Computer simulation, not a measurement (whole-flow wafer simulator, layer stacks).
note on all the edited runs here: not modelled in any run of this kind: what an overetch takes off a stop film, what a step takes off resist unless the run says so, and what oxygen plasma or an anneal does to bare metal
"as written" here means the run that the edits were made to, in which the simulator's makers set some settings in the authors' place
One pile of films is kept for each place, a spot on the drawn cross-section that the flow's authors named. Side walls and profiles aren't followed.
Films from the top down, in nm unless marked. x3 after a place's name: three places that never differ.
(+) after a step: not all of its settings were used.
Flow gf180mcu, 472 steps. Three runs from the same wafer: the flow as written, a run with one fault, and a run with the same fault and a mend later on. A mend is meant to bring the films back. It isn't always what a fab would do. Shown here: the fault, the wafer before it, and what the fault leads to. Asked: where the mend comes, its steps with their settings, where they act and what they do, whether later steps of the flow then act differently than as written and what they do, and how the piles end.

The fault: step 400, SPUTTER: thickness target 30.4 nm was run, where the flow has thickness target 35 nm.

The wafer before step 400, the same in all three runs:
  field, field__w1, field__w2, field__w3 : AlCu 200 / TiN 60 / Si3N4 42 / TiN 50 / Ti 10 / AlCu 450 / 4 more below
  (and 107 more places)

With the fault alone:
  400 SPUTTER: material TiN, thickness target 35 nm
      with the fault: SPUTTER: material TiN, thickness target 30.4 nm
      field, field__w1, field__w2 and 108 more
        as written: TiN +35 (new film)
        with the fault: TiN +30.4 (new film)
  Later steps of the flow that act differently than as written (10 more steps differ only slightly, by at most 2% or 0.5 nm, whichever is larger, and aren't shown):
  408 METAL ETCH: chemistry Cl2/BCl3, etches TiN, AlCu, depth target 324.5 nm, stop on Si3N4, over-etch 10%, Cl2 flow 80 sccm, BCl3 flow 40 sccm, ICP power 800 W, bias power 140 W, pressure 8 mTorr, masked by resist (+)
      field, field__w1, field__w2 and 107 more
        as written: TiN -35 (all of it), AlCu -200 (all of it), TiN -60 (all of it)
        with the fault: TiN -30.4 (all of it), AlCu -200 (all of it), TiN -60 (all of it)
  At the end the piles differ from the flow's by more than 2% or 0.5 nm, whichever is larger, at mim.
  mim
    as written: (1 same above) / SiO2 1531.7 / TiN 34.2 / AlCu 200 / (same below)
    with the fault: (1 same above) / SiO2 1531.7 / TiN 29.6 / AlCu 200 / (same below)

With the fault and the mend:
  The mend comes after step 400.
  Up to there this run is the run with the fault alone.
  400a SPUTTER: material TiN, thickness target 4.6 nm (the flow's step 400 once more, with other settings)
      field, field__w1, field__w2 and 108 more
        TiN +4.6
  No later step of the flow acts differently than as written at any place that is followed.
  At the end the piles are the same as the flow's at every place that both follow.
